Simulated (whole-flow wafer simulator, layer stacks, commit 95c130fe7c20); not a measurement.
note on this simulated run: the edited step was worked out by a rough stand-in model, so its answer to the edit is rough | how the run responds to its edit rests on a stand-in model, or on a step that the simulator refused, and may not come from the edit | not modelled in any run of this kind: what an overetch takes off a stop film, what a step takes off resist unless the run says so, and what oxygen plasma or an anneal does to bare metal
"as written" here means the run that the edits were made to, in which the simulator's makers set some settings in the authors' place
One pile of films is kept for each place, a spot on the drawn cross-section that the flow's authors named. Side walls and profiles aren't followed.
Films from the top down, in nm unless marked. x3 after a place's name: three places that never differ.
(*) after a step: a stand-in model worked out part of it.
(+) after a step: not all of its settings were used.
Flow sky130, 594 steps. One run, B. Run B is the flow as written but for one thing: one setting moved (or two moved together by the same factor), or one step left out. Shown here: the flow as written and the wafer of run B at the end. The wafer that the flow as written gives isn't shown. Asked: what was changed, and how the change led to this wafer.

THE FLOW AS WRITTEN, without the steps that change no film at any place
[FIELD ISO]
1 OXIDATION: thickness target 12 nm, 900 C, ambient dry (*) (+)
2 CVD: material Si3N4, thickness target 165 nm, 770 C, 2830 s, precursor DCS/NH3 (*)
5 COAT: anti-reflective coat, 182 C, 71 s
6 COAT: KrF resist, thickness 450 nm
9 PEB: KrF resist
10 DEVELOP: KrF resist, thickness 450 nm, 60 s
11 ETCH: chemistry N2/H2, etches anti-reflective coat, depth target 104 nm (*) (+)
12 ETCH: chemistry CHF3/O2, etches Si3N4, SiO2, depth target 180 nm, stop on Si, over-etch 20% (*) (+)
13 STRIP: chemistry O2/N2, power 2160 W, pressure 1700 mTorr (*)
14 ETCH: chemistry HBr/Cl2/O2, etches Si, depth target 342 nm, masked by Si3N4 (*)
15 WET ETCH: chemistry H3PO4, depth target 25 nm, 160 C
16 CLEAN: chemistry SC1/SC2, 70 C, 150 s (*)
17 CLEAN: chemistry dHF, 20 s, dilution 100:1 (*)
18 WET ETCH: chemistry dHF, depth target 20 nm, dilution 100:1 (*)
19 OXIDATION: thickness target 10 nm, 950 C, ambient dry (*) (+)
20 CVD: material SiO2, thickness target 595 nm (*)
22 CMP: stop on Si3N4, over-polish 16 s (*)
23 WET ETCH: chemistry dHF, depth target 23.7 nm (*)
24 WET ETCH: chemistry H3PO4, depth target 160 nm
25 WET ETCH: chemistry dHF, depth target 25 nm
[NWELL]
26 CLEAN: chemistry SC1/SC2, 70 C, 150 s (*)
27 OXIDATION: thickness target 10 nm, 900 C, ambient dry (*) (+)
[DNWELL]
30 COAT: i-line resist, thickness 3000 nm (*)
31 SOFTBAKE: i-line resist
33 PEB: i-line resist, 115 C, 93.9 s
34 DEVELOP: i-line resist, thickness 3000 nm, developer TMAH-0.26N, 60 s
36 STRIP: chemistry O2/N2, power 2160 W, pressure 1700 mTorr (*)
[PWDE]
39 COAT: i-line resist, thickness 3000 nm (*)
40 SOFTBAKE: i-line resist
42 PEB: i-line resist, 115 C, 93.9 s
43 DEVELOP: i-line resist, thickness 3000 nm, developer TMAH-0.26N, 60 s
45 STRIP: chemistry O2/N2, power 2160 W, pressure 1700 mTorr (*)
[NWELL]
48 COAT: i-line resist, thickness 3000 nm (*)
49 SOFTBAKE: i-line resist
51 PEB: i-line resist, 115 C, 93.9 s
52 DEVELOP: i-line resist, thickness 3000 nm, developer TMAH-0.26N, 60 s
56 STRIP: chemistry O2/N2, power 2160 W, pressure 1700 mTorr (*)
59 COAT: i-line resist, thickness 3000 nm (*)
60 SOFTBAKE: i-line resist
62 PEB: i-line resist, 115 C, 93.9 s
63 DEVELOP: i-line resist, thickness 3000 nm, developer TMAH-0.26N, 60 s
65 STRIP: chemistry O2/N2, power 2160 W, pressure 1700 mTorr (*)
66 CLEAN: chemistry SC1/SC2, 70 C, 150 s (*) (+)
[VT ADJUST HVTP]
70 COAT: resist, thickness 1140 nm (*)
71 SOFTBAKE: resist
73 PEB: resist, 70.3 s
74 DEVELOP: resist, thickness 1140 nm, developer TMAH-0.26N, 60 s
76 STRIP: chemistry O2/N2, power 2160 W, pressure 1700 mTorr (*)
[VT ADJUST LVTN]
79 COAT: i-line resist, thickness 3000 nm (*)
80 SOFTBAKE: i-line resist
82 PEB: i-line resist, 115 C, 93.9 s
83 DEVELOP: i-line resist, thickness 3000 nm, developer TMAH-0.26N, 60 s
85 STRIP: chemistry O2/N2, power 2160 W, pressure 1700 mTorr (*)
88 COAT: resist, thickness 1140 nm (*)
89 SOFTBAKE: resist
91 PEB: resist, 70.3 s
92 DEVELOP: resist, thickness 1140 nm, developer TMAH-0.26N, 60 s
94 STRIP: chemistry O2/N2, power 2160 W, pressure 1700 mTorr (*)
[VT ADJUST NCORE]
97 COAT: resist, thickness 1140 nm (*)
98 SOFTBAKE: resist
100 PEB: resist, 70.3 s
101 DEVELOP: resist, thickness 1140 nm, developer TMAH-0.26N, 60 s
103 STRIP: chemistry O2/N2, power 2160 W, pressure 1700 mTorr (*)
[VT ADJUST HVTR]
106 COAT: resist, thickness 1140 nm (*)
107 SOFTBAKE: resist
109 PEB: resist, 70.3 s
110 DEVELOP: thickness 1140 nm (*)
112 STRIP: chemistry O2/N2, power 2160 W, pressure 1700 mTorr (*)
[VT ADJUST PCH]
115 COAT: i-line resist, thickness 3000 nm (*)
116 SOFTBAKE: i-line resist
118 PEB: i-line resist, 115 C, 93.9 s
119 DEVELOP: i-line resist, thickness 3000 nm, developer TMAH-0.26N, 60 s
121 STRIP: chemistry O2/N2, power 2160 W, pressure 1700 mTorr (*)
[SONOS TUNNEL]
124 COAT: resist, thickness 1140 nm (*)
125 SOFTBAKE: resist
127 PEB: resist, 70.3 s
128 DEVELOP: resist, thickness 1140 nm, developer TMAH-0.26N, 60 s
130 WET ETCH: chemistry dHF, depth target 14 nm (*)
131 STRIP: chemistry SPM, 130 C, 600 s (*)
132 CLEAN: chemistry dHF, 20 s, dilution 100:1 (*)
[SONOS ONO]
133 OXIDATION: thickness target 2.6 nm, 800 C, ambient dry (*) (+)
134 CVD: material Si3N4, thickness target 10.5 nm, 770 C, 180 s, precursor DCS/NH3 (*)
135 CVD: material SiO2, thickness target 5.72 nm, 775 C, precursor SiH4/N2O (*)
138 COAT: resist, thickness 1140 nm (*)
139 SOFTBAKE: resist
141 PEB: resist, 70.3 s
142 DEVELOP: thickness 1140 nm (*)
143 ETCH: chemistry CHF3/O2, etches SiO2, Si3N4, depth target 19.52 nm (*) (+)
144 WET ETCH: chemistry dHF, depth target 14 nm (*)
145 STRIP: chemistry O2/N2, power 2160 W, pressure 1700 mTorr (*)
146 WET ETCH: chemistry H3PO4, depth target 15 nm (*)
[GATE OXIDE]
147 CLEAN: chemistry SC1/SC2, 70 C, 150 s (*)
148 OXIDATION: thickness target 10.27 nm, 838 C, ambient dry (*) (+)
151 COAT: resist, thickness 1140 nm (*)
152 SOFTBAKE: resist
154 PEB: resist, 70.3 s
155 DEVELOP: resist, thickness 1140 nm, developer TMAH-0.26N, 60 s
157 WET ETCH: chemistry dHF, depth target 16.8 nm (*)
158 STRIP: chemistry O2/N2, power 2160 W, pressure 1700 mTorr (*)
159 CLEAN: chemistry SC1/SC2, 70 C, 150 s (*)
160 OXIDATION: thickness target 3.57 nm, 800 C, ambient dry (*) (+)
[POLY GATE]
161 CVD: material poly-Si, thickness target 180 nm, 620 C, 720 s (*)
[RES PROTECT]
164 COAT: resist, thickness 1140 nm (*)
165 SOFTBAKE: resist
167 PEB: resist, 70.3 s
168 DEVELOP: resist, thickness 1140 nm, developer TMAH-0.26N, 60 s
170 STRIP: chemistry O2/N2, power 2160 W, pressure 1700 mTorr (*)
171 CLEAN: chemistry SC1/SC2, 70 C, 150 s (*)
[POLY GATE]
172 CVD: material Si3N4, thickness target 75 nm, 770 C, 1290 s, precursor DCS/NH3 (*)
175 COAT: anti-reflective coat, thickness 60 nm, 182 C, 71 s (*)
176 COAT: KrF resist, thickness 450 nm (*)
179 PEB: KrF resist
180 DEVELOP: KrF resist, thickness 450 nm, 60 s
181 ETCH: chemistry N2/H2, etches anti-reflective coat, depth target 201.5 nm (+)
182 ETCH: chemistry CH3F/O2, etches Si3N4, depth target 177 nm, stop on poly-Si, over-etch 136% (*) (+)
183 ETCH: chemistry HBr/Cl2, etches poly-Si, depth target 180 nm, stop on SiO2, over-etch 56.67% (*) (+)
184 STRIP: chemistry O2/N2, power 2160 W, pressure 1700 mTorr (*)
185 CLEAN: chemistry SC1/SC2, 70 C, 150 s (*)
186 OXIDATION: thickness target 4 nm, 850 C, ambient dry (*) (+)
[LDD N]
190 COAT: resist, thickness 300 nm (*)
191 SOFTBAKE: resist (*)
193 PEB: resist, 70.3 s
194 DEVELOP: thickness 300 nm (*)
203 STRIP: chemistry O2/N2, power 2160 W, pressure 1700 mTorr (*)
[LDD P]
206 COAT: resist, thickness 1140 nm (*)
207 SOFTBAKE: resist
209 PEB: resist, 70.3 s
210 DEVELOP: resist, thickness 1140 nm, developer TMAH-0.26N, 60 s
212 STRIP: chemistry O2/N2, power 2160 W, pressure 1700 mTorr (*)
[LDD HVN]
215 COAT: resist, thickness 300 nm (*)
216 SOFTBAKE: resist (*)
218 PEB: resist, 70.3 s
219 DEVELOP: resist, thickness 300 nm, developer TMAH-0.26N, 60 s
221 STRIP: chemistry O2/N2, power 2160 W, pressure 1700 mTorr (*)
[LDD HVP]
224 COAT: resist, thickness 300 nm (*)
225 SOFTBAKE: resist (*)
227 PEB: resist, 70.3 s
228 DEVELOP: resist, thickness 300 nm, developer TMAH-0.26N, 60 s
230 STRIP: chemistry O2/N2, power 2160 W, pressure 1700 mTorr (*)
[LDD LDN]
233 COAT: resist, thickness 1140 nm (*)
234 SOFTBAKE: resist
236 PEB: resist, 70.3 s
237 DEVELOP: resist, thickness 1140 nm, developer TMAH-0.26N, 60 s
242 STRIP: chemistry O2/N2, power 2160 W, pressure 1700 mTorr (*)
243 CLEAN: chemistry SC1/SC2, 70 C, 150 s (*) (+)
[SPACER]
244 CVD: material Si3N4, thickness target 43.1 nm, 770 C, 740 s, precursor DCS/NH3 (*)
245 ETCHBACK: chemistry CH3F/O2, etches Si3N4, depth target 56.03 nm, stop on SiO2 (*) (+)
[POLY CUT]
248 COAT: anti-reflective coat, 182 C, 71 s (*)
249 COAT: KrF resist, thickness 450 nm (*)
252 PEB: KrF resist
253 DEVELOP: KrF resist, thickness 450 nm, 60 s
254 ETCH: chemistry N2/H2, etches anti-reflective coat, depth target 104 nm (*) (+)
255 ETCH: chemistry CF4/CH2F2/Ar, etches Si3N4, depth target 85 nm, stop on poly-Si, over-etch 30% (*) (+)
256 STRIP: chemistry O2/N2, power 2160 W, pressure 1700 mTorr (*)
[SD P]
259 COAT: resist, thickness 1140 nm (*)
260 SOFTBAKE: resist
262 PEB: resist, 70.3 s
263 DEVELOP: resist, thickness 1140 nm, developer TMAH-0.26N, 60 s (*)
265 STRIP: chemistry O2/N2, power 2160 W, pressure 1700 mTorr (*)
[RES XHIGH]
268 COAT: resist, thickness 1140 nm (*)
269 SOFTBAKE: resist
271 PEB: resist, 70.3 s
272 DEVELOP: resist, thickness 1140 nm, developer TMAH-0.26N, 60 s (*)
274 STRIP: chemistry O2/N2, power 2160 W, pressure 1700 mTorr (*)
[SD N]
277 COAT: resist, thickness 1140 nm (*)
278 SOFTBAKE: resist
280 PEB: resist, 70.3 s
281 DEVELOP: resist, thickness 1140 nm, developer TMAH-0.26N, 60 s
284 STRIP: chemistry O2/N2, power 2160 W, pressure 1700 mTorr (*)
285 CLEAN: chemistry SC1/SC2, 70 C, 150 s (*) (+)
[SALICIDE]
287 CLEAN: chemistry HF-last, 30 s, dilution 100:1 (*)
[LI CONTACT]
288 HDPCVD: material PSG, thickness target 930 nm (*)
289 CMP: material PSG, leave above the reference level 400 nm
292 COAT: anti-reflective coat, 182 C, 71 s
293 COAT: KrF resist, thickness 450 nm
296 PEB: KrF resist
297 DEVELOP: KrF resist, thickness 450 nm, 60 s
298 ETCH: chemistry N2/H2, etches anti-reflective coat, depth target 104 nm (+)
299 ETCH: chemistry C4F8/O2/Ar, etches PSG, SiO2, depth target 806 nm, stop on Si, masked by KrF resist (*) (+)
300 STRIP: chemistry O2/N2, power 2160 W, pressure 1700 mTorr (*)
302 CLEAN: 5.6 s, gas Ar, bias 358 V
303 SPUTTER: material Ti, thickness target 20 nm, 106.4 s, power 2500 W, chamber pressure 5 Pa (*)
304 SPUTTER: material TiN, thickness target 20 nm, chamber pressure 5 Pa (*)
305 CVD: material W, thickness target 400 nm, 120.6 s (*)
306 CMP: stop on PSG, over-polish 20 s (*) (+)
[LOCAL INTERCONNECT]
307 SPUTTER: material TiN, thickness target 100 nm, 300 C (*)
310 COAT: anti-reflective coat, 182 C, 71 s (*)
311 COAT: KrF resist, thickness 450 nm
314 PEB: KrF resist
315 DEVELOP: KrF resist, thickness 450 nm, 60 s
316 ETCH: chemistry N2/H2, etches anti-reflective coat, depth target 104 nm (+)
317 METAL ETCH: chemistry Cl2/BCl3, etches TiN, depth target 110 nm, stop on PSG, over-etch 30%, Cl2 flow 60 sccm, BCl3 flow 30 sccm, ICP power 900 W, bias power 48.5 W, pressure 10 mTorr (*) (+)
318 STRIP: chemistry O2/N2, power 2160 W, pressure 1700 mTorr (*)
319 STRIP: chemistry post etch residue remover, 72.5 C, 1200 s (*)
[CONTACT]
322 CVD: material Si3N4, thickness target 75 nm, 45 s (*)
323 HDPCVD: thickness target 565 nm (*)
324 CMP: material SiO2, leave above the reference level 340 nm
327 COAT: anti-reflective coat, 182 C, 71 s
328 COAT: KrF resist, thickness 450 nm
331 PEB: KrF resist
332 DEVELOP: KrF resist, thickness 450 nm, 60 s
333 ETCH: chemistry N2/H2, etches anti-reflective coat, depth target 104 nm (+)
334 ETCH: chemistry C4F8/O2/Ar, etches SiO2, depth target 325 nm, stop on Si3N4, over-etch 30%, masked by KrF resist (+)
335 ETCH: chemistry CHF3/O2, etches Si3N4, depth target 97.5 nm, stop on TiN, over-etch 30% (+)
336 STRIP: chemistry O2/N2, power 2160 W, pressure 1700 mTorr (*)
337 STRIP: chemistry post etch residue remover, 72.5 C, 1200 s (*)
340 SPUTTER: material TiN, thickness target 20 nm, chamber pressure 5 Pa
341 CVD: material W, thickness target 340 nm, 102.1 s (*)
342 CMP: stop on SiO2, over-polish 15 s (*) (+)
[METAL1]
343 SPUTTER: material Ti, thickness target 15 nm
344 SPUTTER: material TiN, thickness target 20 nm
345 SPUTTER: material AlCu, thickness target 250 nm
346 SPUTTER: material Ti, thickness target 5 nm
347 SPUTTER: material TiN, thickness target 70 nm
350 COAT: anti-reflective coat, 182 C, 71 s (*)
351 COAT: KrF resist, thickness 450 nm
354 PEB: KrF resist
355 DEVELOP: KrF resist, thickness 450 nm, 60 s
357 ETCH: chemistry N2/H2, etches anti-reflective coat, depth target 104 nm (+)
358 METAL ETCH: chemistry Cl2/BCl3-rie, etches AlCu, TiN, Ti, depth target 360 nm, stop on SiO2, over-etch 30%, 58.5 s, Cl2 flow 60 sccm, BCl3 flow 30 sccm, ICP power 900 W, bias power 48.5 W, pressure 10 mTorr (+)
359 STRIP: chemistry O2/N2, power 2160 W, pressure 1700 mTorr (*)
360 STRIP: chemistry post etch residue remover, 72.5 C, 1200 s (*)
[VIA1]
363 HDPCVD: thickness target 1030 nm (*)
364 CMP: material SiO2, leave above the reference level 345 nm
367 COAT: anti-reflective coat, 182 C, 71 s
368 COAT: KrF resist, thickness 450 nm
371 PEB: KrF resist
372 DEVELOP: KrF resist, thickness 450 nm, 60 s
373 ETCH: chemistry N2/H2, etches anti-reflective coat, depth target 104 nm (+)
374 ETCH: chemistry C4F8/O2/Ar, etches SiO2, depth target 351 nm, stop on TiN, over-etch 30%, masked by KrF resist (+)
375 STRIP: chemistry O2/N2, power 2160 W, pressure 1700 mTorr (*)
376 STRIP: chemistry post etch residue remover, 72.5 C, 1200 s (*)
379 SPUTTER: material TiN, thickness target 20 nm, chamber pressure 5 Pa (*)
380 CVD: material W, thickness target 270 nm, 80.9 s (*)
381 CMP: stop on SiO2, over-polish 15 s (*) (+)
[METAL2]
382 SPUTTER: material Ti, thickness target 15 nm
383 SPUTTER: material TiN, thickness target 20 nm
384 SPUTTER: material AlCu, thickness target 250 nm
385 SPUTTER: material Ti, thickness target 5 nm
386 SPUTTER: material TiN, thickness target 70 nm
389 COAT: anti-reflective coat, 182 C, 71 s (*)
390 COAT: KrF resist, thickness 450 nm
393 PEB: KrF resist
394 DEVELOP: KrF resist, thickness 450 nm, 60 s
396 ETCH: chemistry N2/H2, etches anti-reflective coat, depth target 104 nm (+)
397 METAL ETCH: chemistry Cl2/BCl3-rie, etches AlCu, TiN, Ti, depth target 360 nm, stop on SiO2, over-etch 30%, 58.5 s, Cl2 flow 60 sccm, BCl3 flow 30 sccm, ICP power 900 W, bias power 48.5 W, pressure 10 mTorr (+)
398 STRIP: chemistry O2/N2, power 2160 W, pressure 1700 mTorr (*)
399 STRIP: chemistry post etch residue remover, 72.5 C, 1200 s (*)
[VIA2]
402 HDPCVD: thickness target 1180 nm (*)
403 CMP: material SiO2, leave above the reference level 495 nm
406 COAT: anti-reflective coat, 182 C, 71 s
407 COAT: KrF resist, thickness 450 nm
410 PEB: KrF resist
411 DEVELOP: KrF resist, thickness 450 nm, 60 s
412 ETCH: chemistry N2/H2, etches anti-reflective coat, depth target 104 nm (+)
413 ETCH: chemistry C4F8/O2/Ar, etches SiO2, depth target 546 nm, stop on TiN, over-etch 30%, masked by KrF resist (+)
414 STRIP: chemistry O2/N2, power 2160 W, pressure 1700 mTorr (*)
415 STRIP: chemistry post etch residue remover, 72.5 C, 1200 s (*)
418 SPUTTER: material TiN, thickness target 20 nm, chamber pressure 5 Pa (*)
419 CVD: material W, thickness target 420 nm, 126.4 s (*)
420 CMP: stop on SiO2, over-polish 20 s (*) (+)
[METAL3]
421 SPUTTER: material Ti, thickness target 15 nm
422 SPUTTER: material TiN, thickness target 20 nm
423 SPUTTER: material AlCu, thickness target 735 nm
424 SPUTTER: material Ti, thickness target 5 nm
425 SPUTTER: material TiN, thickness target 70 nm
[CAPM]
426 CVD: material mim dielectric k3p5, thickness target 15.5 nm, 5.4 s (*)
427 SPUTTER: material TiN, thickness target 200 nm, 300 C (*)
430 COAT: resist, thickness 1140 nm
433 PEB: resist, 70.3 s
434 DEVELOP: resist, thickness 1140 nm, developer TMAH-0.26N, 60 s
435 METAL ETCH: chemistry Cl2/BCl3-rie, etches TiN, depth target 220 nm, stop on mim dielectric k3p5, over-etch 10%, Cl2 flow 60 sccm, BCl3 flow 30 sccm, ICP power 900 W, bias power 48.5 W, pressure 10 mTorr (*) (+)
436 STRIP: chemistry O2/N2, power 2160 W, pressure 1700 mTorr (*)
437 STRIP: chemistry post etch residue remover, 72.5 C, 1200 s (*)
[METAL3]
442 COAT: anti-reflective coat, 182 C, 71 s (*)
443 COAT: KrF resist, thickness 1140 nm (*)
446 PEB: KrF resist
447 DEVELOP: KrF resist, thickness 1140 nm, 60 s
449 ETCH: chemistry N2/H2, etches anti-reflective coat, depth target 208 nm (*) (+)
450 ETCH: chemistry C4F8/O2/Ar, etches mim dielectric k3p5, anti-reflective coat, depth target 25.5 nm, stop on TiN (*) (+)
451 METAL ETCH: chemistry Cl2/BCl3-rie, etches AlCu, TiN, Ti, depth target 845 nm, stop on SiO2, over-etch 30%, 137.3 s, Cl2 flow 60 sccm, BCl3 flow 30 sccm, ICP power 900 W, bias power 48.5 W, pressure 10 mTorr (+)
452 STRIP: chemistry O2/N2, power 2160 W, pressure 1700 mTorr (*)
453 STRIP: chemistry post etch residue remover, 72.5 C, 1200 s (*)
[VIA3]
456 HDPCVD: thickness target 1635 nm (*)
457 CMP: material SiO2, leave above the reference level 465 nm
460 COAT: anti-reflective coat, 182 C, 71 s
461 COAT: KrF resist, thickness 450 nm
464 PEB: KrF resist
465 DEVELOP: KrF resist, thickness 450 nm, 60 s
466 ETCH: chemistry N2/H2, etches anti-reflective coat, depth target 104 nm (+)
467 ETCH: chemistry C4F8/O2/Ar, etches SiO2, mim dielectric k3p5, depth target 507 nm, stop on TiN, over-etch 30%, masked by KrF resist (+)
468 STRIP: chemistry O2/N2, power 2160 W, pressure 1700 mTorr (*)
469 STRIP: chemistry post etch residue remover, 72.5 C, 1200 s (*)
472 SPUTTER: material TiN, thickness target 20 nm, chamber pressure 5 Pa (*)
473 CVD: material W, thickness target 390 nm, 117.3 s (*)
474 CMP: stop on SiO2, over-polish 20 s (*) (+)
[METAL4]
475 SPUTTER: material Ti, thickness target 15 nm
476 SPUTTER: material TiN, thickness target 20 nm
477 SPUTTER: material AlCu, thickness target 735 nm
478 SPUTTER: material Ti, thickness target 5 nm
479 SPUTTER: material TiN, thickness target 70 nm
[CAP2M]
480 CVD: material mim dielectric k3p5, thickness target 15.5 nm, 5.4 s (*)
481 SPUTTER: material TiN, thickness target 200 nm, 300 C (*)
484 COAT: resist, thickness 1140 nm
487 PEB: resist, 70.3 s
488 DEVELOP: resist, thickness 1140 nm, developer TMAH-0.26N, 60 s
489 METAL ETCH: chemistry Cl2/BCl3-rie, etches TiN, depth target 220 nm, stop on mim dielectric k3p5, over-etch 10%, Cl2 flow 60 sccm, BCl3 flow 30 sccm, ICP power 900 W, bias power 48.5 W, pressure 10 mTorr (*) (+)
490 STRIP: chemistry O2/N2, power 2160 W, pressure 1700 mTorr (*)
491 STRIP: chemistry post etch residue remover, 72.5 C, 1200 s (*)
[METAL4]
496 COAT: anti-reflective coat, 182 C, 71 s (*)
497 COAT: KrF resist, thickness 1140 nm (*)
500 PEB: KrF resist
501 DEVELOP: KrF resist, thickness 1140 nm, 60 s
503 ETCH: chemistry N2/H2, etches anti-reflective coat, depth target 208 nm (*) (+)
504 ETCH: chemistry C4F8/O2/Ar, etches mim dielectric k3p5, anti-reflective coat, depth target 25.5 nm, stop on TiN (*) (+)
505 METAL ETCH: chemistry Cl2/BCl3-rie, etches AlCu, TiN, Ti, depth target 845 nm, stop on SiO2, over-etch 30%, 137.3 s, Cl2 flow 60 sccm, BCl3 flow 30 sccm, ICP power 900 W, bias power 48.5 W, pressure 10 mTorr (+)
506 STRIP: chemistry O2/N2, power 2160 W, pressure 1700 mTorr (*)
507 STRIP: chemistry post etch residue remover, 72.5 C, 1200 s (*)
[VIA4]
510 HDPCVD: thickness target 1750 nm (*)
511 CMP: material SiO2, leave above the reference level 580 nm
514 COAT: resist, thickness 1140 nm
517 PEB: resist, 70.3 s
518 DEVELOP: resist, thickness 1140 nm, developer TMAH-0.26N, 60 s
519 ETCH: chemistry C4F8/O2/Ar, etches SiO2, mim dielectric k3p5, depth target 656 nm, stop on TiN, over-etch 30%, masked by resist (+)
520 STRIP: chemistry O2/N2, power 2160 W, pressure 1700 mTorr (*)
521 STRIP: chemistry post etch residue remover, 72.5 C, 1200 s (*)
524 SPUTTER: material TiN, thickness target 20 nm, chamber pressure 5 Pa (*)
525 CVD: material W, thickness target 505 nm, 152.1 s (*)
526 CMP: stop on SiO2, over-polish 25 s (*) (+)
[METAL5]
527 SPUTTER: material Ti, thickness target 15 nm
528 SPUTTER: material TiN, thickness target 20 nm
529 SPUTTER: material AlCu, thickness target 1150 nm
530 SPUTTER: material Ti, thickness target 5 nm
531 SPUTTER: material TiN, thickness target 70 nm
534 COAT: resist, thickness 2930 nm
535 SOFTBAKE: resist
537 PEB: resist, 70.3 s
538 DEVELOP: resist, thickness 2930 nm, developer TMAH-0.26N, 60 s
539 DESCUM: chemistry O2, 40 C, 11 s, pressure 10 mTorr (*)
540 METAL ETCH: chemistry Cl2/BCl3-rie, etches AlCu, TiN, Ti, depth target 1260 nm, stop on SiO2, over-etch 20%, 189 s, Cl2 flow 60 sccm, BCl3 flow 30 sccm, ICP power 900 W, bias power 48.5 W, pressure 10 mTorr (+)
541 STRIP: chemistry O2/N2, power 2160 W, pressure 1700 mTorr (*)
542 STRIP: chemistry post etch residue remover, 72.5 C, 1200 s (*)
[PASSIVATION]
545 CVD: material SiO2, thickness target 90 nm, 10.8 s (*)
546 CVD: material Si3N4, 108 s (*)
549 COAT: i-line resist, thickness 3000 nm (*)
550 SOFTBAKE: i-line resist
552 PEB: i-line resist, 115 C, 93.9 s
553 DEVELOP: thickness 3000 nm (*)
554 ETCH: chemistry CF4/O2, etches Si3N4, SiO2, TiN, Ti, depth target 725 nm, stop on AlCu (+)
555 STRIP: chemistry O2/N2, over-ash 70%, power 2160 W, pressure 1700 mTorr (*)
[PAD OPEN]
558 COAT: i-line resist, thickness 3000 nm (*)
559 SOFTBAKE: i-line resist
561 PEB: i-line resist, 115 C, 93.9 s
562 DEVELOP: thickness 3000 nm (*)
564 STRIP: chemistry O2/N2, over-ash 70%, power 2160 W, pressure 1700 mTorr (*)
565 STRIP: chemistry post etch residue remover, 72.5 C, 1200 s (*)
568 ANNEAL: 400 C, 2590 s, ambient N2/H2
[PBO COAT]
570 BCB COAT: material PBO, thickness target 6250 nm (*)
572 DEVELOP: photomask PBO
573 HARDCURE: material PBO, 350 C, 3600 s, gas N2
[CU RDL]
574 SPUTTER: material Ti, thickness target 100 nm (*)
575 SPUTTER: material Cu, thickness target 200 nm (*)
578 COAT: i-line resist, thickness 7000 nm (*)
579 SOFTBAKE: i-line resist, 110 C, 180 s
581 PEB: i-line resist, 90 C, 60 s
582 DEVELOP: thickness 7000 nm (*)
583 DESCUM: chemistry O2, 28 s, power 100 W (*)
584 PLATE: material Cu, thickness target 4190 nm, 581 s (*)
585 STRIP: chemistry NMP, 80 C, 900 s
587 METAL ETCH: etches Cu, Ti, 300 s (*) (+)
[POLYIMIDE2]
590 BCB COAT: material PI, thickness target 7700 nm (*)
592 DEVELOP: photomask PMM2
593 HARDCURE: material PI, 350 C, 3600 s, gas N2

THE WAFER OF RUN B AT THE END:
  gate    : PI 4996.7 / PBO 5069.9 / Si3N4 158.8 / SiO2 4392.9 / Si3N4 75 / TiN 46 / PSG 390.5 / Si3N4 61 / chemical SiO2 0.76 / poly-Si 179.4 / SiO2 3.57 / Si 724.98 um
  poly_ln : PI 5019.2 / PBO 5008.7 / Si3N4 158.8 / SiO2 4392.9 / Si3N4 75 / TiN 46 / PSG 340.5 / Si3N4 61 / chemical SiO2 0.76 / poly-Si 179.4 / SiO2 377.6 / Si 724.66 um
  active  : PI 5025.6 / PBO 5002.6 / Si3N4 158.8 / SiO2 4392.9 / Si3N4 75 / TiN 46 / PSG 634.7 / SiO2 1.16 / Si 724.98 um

The cause: step 317, METAL ETCH: depth target 52.2 nm was run, where the flow has depth target 110 nm.

How the change led to this, step by step:
  317 METAL ETCH: chemistry Cl2/BCl3, etches TiN, depth target 110 nm, stop on PSG, over-etch 30%, Cl2 flow 60 sccm, BCl3 flow 30 sccm, ICP power 900 W, bias power 48.5 W, pressure 10 mTorr (*) (+)
      field, active, gate and 88 more: TiN -52.2 (as written it would be: TiN -98.7 (all of it))
      n_well, p_well, gate_hv and 97 more: KrF resist -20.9 (as written it would be: KrF resist -44)
  318 STRIP: chemistry O2/N2, power 2160 W, pressure 1700 mTorr (*)
      n_well, p_well, gate_hv and 88 more: KrF resist -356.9 (all of it), anti-reflective coat -80 (all of it) (as written it would be: KrF resist -333.8 (all of it), anti-reflective coat -80 (all of it))
      drift_dnw, nw_fld, nw_fld__w1, ndiff_licon_rim, pnp_par_nw: KrF resist -357 (all of it), anti-reflective coat -80 (all of it) (as written it would be: KrF resist -333.8 (all of it), anti-reflective coat -80 (all of it))
      (and at 4 more places)
  324 CMP: material SiO2, leave above the reference level 340 nm
      field, active, gate and 88 more: SiO2 -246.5 (as written it would be: SiO2 -200.4)
Counting metal films that touch as one body, gate has 1 body; the flow as written gives 0 bodies.
Counting metal films that touch as one body, poly_ln has 1 body; the flow as written gives 0 bodies.
Counting metal films that touch as one body, active has 1 body; the flow as written gives 0 bodies.
